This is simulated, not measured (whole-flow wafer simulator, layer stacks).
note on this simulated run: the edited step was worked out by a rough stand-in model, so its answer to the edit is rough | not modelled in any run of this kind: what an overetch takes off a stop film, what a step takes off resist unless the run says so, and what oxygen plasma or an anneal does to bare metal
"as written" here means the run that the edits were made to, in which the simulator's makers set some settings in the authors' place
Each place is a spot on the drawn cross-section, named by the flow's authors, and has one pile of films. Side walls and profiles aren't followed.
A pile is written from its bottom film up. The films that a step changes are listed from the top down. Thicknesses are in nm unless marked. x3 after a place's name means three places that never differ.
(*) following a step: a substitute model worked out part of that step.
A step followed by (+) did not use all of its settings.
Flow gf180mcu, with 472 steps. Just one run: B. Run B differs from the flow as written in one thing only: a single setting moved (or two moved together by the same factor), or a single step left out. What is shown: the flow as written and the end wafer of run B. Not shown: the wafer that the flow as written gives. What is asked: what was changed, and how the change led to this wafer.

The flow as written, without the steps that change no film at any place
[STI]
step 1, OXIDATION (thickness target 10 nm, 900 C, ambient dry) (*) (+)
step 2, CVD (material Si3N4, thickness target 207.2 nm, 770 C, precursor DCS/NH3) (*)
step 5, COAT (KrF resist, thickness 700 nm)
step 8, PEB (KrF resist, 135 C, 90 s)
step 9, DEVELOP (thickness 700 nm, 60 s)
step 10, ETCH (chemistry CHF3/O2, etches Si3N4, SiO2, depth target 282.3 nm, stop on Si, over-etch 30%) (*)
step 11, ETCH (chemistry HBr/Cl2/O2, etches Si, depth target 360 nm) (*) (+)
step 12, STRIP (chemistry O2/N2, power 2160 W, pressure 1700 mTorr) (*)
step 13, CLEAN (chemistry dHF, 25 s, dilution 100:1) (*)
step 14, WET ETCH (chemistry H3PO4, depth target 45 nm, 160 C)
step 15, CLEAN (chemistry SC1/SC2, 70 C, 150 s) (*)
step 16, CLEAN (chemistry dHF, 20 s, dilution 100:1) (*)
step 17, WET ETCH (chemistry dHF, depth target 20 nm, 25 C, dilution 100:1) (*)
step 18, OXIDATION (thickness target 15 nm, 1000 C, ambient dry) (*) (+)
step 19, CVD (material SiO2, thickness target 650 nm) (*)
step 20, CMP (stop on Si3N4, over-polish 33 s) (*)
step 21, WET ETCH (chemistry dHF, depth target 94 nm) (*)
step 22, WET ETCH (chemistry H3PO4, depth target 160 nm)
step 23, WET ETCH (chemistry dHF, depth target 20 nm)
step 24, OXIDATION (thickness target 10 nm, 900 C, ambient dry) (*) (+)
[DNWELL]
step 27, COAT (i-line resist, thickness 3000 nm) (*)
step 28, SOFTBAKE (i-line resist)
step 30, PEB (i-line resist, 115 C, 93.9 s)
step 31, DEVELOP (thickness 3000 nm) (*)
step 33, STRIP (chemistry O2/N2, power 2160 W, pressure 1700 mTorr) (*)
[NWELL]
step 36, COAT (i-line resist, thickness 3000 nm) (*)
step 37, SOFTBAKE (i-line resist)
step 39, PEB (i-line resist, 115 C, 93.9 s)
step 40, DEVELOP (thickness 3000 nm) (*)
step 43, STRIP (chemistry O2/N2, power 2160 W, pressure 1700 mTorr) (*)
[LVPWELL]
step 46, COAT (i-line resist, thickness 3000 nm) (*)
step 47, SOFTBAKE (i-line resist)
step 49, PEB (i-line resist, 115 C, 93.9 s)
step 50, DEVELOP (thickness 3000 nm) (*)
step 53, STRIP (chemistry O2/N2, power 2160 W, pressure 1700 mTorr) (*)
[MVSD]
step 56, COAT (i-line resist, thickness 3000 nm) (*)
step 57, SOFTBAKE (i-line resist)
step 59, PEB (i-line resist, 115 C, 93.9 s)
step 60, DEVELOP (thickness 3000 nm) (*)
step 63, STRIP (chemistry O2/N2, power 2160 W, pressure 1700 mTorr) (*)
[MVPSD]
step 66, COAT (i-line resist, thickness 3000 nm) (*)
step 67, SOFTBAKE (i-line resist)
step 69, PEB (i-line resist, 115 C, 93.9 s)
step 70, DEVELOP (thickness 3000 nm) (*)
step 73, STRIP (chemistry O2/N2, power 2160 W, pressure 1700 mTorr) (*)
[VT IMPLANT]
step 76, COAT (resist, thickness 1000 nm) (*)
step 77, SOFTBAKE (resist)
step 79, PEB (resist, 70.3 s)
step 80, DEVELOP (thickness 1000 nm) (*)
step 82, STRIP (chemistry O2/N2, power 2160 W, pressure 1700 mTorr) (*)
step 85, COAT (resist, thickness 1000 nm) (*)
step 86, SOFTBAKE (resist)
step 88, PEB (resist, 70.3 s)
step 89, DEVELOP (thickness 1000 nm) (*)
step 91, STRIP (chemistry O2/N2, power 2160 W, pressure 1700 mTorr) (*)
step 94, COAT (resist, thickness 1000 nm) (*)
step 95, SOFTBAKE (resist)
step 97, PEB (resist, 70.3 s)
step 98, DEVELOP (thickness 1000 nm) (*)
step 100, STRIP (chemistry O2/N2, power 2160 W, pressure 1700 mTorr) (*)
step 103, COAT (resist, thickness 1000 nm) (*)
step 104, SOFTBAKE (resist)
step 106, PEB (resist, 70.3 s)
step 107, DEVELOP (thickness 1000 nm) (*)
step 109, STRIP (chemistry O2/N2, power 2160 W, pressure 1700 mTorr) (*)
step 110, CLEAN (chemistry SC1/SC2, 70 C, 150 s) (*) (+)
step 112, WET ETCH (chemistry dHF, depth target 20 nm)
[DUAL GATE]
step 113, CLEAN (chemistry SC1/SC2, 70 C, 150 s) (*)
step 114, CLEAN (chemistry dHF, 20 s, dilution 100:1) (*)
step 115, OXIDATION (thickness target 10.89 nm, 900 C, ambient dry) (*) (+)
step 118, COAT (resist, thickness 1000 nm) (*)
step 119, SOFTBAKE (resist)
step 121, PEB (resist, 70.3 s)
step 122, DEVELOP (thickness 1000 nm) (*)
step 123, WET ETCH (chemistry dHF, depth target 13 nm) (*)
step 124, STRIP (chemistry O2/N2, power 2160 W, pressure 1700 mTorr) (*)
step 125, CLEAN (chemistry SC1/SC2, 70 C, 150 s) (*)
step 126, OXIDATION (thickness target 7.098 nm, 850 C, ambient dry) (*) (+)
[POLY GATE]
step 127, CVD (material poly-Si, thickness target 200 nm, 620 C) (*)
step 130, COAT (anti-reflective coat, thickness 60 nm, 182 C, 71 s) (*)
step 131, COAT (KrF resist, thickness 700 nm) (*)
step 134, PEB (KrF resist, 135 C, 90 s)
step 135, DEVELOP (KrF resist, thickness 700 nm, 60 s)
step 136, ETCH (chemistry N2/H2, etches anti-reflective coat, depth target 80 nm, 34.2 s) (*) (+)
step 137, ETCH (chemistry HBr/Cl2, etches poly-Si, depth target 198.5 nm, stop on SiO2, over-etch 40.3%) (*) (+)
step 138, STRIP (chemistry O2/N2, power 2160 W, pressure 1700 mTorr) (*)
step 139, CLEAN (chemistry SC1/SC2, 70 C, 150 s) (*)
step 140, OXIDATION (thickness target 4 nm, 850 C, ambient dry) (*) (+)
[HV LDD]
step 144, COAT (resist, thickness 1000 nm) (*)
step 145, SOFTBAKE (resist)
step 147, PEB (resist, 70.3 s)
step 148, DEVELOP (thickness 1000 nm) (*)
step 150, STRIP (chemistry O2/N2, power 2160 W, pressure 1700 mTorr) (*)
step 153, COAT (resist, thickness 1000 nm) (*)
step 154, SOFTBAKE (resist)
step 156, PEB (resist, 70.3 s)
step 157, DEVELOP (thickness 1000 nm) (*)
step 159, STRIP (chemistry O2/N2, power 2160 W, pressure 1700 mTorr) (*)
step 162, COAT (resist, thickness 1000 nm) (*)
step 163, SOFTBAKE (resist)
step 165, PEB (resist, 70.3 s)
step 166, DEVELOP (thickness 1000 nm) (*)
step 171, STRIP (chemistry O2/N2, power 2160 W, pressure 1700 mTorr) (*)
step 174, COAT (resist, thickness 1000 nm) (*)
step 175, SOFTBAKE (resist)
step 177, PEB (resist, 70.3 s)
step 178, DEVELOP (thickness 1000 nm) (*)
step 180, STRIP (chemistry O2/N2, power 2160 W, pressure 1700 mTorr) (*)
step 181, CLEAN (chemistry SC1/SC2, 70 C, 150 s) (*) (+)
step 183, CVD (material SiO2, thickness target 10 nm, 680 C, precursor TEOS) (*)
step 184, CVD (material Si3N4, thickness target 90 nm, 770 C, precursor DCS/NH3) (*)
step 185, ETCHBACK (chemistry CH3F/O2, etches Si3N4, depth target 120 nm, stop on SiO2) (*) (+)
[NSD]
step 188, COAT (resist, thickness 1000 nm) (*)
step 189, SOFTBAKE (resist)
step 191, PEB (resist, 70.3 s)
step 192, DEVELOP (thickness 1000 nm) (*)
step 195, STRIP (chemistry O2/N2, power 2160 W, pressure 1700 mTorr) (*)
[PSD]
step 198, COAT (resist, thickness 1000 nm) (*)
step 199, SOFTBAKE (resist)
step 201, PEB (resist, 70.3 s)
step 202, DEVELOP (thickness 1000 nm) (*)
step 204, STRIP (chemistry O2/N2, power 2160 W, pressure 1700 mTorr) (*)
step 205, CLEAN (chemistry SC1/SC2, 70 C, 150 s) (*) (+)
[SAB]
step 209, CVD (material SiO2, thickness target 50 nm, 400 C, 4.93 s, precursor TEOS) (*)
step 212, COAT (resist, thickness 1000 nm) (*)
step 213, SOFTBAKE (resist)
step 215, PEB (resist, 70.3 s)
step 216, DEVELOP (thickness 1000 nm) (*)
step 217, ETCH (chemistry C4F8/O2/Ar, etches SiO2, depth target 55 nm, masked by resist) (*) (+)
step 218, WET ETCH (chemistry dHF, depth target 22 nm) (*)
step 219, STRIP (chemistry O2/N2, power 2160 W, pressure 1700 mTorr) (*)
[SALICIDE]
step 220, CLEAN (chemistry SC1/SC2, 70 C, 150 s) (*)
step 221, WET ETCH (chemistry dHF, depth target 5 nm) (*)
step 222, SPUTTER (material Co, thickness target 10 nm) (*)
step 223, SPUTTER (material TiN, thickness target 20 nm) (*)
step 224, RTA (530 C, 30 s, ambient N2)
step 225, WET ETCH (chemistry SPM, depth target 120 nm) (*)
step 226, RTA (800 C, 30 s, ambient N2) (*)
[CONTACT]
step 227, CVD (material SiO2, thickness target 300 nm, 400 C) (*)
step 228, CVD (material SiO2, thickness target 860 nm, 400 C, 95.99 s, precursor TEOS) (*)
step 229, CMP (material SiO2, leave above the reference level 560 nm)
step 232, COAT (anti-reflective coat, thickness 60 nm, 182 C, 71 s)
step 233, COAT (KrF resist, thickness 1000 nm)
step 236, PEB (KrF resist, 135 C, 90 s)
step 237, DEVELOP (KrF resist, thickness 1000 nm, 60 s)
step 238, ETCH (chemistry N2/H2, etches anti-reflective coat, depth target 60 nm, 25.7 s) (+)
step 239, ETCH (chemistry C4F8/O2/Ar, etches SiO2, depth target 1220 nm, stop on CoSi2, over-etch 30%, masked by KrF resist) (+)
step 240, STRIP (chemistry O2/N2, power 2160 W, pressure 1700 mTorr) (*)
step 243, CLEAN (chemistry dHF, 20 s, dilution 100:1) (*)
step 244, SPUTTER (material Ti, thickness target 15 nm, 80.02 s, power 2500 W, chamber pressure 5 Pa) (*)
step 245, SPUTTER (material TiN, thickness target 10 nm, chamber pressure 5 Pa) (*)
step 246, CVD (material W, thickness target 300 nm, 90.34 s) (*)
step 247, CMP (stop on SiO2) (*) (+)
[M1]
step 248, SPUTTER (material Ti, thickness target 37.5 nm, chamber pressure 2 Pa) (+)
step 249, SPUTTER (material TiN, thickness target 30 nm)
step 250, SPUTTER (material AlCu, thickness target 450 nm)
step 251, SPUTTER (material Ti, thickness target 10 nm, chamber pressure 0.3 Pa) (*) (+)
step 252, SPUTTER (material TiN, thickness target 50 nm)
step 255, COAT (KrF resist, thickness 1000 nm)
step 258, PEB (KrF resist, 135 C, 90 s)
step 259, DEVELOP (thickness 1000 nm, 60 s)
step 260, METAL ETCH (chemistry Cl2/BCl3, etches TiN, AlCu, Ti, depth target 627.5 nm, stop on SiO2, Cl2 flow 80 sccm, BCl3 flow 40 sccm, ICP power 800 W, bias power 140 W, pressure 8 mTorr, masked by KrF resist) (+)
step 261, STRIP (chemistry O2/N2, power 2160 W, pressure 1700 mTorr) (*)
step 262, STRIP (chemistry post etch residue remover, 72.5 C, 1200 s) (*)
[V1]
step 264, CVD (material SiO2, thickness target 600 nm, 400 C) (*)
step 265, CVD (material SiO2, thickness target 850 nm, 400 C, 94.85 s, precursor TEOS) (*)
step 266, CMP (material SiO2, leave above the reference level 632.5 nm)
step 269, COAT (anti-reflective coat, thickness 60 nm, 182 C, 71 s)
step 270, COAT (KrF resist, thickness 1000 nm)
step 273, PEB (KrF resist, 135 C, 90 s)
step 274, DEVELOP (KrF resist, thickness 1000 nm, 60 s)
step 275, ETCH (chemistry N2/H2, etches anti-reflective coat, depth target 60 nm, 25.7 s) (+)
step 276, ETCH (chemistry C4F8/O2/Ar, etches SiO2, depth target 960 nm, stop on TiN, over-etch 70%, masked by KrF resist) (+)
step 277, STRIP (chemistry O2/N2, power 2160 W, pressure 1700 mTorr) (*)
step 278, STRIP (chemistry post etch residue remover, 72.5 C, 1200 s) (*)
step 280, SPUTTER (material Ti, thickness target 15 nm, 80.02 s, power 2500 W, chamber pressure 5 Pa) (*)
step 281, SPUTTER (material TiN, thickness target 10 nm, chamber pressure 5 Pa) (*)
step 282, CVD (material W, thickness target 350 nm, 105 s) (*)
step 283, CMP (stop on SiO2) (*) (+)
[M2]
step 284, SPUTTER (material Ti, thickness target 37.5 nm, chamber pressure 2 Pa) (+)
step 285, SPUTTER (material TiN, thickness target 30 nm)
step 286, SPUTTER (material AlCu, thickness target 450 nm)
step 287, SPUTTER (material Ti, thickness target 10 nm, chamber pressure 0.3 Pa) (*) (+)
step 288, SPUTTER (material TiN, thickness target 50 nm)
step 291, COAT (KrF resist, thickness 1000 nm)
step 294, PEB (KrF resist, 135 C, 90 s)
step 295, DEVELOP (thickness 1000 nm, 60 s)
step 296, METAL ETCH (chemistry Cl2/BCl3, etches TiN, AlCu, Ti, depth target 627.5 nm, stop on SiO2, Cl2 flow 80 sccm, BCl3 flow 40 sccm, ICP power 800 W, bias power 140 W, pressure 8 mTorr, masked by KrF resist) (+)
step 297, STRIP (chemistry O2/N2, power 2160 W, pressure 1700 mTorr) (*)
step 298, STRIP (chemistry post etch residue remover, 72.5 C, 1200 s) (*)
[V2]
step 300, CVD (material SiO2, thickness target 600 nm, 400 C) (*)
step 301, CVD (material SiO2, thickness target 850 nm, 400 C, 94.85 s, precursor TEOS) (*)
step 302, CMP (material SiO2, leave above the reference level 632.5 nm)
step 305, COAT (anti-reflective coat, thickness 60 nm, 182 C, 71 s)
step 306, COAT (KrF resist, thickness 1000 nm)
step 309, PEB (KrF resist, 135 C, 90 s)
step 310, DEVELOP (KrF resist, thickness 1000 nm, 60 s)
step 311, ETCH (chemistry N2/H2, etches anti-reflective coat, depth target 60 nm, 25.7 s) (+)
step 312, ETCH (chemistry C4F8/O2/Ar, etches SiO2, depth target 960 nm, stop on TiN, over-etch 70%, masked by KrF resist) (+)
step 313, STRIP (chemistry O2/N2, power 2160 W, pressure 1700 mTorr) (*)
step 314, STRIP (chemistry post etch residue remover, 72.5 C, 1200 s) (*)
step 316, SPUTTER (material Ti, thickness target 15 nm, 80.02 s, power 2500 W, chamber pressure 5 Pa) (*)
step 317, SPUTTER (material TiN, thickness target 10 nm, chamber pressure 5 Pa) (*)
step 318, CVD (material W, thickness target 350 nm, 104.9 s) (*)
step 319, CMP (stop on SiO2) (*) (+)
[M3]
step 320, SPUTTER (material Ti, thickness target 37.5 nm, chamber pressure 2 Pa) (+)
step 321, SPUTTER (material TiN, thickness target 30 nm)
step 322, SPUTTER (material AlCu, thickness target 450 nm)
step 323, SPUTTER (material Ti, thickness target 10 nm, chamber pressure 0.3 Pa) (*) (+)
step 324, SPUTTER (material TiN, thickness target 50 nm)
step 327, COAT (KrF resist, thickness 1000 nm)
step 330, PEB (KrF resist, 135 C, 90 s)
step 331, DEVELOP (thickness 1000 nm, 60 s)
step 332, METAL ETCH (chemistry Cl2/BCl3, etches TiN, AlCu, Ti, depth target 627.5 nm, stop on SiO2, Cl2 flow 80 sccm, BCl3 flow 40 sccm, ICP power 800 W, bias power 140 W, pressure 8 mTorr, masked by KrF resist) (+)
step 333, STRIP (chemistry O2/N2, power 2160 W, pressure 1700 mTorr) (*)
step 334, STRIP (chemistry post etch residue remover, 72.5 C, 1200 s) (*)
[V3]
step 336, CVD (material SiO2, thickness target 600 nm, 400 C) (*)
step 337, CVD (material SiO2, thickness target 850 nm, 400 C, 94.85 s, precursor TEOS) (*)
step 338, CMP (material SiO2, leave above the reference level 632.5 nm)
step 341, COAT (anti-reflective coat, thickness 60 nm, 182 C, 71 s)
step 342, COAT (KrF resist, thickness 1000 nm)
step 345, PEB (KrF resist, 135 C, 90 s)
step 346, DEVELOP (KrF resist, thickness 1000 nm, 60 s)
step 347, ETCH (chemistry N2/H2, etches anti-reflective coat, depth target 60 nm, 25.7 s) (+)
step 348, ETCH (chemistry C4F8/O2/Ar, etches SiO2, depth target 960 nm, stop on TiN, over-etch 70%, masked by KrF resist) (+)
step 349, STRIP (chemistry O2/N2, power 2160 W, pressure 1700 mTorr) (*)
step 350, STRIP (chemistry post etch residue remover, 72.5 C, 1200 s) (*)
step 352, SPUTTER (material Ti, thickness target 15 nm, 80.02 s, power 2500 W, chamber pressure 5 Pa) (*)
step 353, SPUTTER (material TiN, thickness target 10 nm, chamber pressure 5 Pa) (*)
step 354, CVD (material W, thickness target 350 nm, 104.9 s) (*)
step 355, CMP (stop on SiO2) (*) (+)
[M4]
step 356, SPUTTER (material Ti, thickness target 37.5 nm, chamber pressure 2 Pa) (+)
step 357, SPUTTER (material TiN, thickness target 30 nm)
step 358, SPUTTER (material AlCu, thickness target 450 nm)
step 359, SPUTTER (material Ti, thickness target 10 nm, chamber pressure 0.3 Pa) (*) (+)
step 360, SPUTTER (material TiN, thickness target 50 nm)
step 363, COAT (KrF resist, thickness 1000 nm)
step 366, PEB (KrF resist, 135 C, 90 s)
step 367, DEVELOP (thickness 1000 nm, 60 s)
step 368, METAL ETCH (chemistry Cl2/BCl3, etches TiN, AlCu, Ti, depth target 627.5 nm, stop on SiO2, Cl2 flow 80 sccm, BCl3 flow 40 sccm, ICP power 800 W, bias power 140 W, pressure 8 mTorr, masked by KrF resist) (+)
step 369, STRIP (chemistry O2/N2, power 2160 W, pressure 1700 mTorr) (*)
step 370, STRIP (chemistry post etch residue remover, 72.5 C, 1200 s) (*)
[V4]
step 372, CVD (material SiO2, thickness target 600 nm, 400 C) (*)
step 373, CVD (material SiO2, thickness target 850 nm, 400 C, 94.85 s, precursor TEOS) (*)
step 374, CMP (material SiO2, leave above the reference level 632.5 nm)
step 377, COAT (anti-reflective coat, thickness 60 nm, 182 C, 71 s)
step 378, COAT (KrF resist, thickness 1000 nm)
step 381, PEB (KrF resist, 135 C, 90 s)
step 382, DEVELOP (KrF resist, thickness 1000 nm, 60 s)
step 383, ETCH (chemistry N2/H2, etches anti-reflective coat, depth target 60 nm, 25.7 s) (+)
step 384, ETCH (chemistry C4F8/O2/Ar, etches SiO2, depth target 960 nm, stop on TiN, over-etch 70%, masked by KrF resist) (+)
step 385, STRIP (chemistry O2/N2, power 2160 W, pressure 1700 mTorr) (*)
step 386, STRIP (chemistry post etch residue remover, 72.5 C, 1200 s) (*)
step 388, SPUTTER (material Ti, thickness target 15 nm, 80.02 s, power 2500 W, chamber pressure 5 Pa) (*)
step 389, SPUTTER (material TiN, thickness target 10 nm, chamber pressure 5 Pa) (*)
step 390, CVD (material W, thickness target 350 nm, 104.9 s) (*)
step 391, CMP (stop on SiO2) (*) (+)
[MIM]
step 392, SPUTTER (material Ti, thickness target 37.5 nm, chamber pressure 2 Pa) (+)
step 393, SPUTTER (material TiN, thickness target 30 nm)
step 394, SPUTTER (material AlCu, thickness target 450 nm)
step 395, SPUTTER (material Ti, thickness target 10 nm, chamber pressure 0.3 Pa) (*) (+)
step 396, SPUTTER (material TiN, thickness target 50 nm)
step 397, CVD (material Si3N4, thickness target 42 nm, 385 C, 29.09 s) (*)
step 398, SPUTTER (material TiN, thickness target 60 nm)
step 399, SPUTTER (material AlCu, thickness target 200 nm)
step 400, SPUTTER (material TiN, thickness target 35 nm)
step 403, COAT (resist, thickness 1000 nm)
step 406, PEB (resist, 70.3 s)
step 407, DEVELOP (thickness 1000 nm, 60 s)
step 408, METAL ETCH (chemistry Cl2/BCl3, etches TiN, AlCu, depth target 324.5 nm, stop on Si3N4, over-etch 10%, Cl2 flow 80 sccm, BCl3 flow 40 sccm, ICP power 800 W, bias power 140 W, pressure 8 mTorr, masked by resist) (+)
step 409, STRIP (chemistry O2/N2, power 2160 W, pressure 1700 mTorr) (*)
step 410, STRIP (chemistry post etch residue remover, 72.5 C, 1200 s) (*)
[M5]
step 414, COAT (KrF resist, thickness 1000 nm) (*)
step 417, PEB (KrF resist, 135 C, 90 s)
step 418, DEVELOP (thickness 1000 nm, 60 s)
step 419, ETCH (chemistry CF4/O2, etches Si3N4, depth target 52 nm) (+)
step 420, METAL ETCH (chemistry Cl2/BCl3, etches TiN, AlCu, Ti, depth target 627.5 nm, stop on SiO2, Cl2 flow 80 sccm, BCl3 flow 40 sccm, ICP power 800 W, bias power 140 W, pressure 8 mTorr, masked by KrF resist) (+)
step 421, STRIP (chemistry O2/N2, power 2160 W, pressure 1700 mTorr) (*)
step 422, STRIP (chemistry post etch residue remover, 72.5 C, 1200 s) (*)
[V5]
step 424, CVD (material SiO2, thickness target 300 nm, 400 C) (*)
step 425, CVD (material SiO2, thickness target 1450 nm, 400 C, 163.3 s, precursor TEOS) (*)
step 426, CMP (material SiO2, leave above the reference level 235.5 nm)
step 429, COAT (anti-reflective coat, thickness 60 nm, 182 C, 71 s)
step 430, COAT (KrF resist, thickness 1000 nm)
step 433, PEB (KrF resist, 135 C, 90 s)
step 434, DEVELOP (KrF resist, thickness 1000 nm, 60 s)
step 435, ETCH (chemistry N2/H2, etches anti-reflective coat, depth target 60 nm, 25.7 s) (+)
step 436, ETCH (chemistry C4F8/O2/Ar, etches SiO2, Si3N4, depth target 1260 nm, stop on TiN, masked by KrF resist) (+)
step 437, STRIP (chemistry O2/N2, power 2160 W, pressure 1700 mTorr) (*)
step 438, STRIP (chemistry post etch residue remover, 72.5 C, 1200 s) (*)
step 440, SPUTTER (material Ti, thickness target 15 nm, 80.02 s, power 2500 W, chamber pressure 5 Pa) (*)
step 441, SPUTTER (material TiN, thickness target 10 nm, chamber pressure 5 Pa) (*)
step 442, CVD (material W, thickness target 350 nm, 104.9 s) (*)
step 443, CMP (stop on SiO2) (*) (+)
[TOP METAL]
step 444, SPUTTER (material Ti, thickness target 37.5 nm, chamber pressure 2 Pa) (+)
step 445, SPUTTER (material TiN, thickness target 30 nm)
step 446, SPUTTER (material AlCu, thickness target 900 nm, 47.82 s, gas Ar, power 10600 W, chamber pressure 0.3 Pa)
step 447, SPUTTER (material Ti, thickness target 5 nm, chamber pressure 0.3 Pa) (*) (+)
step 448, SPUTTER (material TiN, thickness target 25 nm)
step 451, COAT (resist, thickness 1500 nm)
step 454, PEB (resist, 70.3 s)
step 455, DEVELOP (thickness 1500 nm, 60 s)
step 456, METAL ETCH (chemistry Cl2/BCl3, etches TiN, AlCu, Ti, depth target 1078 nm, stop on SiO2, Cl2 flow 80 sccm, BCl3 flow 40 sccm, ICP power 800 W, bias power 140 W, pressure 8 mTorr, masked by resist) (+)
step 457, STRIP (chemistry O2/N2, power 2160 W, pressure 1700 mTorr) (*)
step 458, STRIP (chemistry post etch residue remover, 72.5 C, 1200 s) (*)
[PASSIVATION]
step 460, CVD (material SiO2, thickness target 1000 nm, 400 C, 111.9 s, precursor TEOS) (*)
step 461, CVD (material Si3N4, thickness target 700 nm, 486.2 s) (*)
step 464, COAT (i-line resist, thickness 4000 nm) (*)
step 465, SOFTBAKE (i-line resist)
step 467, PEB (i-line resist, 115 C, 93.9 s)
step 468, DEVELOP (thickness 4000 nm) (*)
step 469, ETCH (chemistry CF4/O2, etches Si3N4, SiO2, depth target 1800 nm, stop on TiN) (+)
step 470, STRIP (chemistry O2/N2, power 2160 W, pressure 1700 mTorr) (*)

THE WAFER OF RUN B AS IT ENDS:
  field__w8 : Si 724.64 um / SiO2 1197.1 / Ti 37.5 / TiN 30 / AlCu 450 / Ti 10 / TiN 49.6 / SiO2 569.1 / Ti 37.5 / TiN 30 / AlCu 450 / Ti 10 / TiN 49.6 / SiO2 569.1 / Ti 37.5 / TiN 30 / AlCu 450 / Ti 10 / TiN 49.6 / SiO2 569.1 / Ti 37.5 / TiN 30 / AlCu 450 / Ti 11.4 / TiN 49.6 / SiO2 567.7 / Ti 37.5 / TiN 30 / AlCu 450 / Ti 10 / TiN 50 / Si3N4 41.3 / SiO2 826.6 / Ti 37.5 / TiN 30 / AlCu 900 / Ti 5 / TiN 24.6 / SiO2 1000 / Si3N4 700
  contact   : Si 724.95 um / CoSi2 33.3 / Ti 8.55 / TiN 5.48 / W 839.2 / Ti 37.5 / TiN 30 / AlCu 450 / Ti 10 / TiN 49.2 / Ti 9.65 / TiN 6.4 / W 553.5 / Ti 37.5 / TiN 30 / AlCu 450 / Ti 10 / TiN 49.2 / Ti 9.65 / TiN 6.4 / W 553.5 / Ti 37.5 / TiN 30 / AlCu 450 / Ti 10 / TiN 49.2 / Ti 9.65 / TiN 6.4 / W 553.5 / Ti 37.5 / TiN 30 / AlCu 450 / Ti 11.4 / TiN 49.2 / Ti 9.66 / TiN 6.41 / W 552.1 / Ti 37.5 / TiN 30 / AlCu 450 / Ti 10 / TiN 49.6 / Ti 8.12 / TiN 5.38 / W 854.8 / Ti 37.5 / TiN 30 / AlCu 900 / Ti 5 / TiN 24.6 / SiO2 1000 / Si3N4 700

The reason: step 359, SPUTTER: thickness target 11.4 nm was run, while the flow as written has thickness target 10 nm.
The wafer itself shows it: field__w8 has Ti 11.4, and step 359 as written asks for 10 nm.

How this came from the change, step by step:
  step 359, SPUTTER (material Ti, thickness target 10 nm, chamber pressure 0.3 Pa) (*) (+)
      field, field__w1, field__w2 and 108 more: Ti gains 11.4 (new film) (in the flow as written it would be: Ti gains 10 (new film))
  step 368, METAL ETCH (chemistry Cl2/BCl3, etches TiN, AlCu, Ti, depth target 627.5 nm, stop on SiO2, Cl2 flow 80 sccm, BCl3 flow 40 sccm, ICP power 800 W, bias power 140 W, pressure 8 mTorr, masked by KrF resist) (+)
      field, field__w1, field__w2 and 103 more: TiN loses 50 (all of it), Ti loses 11.4 (all of it), AlCu loses 450 (all of it), TiN loses 30 (all of it), Ti loses 37.5 (all of it) (in the flow as written it would be: TiN loses 50 (all of it), Ti loses 10 (all of it), AlCu loses 450 (all of it), TiN loses 30 (all of it), Ti loses 37.5 (all of it))
